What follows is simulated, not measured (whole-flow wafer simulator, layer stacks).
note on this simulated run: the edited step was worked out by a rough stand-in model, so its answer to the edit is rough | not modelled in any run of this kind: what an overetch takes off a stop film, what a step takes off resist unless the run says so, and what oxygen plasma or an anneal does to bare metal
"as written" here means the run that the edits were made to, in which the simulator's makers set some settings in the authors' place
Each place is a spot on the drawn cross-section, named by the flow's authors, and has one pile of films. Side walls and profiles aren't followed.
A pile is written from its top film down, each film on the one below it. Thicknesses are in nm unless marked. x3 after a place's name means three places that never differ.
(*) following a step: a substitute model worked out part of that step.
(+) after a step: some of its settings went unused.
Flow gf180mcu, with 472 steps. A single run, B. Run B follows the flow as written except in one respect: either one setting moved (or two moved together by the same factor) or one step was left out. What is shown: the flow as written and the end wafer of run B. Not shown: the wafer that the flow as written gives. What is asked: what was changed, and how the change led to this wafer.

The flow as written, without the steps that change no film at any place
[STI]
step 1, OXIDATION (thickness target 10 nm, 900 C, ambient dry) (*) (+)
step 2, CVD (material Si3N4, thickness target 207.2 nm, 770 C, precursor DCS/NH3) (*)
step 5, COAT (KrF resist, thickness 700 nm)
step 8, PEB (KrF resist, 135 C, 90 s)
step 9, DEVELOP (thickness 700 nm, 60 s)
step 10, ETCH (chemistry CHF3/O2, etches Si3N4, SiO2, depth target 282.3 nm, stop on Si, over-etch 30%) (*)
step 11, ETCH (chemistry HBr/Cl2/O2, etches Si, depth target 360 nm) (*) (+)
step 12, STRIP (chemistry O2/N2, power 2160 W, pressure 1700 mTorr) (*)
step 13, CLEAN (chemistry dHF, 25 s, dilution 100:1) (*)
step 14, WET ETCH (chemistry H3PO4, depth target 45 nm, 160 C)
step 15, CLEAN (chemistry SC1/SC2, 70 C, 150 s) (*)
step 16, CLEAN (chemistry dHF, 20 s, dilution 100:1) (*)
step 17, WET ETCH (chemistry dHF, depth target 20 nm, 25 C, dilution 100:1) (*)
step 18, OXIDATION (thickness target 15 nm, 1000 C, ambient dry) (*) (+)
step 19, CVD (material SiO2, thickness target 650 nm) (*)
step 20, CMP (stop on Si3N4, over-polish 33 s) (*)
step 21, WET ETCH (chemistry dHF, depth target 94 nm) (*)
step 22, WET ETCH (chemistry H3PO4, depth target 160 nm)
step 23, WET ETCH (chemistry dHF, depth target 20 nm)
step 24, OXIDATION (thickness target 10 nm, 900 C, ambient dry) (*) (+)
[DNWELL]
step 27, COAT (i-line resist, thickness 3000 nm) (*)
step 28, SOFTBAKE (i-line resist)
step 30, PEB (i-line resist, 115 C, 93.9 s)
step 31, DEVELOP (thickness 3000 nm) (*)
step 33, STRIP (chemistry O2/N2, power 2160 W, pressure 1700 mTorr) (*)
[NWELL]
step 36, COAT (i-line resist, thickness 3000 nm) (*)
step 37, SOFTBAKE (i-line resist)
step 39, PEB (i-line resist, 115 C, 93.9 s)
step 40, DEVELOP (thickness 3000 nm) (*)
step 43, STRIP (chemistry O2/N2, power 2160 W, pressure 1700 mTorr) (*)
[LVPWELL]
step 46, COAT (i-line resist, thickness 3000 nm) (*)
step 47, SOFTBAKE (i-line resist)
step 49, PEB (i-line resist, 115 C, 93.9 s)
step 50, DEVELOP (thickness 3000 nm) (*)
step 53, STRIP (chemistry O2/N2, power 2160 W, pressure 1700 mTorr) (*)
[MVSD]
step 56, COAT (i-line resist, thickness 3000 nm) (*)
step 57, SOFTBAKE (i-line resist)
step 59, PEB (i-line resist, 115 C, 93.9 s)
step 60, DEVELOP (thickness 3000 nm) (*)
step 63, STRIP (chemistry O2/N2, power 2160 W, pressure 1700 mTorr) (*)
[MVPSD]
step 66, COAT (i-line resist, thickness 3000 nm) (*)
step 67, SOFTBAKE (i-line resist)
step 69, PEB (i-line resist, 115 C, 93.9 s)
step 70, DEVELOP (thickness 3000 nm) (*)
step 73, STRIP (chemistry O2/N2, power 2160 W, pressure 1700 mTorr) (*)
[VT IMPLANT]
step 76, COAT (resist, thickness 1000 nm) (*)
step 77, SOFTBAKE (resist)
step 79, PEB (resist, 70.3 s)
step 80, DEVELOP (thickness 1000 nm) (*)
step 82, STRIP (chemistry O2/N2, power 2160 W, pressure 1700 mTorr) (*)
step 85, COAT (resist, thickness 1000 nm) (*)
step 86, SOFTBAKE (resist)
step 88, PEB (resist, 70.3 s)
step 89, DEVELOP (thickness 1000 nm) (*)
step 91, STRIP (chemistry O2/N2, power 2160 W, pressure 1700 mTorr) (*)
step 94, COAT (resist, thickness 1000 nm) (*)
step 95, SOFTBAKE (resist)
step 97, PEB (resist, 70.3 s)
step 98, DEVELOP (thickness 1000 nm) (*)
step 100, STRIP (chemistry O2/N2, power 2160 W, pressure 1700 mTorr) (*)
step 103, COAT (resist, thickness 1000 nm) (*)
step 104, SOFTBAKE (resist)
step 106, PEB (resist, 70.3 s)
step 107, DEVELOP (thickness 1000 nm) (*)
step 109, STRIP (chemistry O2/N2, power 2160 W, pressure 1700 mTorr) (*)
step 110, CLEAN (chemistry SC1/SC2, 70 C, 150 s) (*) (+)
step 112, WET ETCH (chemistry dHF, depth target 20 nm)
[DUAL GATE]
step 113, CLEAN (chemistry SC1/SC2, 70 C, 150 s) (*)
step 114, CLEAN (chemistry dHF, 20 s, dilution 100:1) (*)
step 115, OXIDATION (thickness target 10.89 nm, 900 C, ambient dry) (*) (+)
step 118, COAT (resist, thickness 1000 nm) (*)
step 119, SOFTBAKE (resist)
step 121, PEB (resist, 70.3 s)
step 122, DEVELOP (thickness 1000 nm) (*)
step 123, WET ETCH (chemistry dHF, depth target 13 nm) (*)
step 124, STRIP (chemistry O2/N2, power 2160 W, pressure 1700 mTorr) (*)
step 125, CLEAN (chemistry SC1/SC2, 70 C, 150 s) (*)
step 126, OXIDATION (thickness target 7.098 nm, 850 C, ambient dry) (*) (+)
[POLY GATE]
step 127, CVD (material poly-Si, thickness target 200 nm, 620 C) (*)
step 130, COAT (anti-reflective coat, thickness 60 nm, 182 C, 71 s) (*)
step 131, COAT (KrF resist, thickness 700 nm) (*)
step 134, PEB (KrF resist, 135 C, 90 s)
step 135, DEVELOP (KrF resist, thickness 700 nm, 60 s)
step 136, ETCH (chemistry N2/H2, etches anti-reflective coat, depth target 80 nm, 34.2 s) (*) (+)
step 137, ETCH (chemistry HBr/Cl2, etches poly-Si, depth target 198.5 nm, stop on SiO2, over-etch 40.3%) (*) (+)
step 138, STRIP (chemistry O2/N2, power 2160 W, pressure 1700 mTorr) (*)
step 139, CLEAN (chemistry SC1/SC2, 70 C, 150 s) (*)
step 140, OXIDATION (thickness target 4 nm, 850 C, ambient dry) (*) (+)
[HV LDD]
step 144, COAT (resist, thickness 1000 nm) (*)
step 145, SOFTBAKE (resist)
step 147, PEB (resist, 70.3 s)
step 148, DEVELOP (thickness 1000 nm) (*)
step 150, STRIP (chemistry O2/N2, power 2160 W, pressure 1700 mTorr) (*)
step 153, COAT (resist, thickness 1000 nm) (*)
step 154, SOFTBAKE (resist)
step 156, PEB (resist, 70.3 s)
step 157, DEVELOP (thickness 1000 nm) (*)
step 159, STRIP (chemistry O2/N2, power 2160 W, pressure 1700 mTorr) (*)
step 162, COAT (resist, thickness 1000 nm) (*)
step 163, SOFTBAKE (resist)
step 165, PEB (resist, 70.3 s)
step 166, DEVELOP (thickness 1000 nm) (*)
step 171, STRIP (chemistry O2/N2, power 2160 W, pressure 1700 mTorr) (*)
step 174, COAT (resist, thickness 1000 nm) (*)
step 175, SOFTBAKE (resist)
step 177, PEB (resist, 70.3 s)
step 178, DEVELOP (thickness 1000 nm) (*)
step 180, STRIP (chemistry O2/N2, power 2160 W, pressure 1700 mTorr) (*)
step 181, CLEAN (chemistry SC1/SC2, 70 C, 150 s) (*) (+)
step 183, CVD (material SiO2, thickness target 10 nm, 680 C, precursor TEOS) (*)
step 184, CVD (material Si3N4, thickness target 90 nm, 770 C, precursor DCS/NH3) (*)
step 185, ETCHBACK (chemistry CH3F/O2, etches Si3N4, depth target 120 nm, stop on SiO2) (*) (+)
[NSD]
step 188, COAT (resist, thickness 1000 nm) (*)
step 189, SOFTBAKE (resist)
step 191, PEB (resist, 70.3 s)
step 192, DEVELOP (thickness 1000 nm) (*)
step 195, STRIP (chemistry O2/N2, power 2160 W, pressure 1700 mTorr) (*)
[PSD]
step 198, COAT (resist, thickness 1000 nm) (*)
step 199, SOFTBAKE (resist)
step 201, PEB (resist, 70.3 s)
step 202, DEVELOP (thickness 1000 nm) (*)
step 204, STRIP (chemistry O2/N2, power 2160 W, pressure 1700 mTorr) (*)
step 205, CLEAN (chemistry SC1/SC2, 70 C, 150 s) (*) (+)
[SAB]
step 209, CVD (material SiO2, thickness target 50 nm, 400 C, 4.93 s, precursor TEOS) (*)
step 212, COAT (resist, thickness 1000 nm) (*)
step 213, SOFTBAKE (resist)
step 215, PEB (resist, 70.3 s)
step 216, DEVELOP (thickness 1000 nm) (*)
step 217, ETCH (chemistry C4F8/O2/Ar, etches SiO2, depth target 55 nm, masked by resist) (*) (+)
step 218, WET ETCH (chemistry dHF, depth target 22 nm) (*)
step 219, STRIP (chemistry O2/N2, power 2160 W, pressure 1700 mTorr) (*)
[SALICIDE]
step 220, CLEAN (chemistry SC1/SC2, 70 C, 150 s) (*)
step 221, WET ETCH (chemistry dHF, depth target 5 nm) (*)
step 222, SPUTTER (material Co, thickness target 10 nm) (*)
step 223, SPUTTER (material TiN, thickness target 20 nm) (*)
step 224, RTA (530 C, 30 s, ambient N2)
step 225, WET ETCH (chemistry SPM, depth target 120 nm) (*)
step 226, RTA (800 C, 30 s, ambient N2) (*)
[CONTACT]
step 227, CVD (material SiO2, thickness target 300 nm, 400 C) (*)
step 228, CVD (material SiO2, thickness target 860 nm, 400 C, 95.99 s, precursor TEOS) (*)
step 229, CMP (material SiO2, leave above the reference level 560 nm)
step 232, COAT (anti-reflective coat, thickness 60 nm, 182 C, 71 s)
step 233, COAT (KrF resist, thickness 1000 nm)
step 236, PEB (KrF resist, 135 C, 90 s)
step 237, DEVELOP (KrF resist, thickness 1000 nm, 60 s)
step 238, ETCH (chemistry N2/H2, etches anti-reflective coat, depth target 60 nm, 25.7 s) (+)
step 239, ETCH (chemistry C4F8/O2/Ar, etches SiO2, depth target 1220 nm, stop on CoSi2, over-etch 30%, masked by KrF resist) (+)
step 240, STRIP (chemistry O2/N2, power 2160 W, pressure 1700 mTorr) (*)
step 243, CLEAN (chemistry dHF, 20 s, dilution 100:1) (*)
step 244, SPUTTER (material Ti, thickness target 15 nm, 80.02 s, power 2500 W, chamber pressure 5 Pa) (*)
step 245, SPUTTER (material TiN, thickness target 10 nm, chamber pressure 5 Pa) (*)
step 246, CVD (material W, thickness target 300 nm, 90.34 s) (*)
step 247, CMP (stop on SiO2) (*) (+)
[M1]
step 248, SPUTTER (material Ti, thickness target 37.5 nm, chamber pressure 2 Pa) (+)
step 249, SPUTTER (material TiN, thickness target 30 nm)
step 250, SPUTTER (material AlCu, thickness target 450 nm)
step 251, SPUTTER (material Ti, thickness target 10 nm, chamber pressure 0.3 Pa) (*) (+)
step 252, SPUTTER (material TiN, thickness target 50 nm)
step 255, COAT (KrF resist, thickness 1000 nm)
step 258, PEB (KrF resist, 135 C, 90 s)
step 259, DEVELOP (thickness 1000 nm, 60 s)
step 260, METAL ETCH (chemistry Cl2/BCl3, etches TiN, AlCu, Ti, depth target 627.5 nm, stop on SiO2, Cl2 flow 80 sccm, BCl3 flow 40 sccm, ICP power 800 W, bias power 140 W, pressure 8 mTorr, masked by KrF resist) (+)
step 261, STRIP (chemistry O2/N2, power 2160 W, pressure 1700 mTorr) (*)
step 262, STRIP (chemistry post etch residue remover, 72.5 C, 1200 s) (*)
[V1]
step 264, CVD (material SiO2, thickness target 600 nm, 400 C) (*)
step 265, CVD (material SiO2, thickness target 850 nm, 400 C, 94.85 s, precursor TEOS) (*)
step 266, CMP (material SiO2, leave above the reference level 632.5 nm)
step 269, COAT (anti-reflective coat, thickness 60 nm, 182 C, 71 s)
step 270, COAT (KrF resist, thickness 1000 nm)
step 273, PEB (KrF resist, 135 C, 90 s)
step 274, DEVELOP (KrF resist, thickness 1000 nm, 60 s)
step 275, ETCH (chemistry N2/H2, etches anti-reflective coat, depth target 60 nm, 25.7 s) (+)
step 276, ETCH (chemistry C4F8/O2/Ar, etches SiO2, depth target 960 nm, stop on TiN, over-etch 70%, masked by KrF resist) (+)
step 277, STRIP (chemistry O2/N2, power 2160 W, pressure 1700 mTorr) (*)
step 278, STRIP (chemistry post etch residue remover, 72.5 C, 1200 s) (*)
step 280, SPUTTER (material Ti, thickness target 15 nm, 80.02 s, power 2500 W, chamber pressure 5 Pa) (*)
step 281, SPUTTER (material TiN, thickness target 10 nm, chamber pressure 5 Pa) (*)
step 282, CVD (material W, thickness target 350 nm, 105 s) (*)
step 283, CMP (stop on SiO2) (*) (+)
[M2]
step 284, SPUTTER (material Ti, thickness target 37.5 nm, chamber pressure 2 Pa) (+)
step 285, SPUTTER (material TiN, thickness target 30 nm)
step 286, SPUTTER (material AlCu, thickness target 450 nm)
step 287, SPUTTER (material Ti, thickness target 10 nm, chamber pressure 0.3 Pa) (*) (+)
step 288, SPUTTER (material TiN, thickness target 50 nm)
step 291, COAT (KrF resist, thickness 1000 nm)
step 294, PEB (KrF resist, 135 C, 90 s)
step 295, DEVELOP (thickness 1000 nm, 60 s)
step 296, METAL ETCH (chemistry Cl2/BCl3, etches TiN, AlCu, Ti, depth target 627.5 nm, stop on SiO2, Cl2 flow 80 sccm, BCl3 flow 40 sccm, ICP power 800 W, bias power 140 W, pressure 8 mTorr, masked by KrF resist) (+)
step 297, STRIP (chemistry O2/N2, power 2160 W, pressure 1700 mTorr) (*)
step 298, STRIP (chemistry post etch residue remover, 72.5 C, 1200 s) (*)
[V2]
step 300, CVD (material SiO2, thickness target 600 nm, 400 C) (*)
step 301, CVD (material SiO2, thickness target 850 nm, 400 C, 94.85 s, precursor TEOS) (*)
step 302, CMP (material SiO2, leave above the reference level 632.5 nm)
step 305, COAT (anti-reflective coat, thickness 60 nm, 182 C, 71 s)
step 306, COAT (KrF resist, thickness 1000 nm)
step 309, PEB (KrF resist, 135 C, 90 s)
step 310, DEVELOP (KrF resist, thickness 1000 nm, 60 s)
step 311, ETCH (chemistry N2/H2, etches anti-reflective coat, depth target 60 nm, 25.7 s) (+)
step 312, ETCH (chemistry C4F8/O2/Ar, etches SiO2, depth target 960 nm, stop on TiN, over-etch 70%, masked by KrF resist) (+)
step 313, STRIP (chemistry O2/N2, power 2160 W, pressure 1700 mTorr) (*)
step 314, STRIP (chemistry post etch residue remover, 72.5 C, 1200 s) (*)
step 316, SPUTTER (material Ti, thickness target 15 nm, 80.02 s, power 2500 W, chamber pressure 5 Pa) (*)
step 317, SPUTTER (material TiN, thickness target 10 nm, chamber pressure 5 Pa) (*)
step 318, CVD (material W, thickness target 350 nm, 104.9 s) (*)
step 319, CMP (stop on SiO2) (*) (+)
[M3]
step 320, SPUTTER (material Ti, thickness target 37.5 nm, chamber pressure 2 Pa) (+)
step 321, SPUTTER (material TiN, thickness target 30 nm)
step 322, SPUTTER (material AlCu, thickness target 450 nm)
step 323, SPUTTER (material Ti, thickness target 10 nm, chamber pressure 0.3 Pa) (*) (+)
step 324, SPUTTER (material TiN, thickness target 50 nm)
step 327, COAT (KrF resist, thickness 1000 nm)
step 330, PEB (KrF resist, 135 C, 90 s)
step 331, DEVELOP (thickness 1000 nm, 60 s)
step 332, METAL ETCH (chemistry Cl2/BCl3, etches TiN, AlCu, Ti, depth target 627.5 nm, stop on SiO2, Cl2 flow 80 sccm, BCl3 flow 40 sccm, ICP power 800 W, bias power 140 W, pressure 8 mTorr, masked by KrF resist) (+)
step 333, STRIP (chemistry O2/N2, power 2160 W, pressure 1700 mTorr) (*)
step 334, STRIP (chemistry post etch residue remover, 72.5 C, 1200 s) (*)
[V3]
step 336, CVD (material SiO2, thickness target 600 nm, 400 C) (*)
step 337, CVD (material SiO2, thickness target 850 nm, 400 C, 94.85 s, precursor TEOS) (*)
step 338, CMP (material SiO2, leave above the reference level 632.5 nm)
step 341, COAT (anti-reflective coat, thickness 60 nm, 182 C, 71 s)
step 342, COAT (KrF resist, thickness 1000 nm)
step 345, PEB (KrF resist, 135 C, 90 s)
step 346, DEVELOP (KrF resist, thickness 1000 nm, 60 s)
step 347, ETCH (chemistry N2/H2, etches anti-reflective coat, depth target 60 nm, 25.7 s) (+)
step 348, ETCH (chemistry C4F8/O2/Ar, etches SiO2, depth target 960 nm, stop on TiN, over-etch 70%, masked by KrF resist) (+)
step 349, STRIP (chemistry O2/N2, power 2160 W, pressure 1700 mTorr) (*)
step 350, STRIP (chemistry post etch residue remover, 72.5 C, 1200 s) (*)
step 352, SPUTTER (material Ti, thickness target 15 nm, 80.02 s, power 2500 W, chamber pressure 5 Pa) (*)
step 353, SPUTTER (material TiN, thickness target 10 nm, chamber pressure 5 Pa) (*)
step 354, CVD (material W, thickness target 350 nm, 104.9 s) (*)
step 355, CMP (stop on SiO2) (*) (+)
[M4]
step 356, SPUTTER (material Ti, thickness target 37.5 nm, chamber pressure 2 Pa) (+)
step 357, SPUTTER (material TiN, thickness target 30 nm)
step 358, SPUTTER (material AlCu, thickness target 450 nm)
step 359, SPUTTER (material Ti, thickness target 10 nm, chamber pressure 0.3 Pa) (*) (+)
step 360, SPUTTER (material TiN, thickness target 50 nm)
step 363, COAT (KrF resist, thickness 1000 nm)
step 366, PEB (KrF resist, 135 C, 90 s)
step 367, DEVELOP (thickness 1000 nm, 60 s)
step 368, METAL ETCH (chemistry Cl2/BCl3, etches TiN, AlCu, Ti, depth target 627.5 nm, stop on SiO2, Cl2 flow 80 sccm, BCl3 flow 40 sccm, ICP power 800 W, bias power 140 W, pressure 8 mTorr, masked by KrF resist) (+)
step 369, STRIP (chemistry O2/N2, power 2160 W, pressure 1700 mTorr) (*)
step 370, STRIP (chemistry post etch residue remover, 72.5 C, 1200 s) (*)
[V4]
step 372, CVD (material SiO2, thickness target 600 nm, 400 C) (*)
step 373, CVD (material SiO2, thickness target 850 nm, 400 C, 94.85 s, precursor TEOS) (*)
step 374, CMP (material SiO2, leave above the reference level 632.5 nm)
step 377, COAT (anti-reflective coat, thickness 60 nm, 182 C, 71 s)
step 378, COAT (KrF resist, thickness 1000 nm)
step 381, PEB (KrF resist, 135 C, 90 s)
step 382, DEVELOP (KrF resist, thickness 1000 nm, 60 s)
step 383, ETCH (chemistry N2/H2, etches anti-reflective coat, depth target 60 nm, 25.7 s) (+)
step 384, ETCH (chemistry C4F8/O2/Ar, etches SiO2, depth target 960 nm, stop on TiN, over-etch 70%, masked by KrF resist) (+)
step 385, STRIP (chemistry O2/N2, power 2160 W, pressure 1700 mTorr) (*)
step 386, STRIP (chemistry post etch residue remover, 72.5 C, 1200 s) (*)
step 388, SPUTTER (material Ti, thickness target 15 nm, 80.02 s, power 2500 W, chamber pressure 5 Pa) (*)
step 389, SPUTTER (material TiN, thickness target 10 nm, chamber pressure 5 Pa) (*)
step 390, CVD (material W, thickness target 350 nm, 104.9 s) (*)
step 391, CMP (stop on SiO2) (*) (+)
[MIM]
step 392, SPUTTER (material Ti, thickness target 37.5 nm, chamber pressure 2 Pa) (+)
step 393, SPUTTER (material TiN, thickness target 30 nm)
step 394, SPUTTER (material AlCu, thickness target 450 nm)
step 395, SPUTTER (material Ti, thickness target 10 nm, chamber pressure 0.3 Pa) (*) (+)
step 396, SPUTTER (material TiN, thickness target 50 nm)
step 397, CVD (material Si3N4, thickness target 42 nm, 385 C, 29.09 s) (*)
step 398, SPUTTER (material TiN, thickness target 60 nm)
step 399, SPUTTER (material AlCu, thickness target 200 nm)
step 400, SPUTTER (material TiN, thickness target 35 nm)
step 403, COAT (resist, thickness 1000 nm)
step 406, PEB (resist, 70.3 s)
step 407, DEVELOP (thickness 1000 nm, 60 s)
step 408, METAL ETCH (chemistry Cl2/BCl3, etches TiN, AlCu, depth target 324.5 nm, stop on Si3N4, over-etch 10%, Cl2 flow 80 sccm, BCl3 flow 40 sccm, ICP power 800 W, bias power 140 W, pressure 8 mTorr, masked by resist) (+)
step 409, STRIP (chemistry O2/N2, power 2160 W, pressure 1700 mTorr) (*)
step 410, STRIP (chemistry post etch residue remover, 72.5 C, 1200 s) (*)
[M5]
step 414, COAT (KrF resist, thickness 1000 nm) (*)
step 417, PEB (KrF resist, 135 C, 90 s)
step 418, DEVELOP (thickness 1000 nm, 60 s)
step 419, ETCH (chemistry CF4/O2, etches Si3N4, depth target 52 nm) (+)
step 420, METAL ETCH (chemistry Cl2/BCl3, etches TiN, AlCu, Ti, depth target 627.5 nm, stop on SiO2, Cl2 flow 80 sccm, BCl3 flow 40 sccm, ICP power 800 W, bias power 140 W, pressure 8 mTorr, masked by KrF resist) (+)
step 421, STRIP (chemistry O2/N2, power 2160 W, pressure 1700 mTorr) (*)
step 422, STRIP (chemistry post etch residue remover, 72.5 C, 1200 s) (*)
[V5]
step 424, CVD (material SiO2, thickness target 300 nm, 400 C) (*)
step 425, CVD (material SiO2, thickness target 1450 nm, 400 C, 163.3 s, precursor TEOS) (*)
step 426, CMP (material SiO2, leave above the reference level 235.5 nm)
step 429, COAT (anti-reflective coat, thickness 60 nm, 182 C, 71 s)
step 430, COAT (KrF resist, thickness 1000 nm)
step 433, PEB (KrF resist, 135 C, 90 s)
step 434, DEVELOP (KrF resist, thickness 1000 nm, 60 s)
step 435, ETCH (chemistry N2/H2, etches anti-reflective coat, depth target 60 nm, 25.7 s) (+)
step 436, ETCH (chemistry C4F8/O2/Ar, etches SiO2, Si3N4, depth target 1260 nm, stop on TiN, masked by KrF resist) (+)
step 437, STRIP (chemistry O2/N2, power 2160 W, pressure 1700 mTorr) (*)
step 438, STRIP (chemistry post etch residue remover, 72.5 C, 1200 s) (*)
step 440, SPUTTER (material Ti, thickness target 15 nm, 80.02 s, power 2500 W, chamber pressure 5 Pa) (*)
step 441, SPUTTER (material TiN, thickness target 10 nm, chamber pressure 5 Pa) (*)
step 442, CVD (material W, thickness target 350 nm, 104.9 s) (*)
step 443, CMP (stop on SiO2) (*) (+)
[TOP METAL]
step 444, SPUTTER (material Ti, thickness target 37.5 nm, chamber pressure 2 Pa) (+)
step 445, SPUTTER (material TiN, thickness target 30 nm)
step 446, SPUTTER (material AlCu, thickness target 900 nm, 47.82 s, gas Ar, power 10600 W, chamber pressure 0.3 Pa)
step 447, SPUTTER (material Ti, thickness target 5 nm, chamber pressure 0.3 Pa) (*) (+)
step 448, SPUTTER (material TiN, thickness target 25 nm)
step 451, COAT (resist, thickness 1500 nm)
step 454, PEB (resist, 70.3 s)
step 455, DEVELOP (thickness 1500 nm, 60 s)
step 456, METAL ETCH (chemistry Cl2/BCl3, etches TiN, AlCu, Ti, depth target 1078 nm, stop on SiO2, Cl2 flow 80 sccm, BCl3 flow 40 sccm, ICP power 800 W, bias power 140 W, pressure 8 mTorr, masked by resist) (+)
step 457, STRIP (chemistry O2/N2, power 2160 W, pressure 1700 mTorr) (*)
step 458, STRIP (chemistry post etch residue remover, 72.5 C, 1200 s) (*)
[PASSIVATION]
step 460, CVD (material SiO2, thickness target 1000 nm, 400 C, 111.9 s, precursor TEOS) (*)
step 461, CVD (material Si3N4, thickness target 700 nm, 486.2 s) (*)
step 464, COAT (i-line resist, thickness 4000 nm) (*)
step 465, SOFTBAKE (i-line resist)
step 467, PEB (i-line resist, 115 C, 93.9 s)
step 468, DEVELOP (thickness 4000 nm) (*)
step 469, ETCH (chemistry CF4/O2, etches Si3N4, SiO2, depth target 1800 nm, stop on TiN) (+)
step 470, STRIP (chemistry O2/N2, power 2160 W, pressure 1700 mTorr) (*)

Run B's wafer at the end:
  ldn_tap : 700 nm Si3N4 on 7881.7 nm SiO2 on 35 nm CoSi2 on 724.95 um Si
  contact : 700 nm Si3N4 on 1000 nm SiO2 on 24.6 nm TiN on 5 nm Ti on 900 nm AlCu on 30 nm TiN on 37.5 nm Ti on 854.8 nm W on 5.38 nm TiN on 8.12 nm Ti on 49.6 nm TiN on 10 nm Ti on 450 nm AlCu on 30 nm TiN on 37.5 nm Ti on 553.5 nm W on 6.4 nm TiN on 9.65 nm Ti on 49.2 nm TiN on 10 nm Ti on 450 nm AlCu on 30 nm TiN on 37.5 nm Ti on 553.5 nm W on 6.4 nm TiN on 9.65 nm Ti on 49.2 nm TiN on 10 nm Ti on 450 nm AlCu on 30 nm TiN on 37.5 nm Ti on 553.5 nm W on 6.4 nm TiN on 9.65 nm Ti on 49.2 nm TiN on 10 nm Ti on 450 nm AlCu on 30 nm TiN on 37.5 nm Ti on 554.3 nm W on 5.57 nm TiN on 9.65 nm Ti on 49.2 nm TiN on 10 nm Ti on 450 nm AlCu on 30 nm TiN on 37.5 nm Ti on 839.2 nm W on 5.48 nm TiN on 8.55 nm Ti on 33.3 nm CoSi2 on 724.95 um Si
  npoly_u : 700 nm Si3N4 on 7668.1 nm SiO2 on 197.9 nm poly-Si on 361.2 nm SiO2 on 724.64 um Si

The reason: step 281, SPUTTER: thickness target 8.7 nm was run, while the flow as written has thickness target 10 nm.

The path from the change to this, step by step:
  step 281, SPUTTER (material TiN, thickness target 10 nm, chamber pressure 5 Pa) (*)
      field, field__w1, field__w2 and 107 more: +8.7 TiN (new film) (in the flow as written it would be: +10 TiN (new film))
      contact: +5.57 TiN (new film) (in the flow as written it would be: +6.4 TiN (new film))
  step 283, CMP (stop on SiO2) (*) (+)
      field, field__w1, field__w2 and 107 more: -350 W (all of it), -8.7 TiN (all of it), -15 Ti (all of it), -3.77 SiO2 (in the flow as written it would be: -350 W (all of it), -10 TiN (all of it), -15 Ti (all of it), -3.78 SiO2)
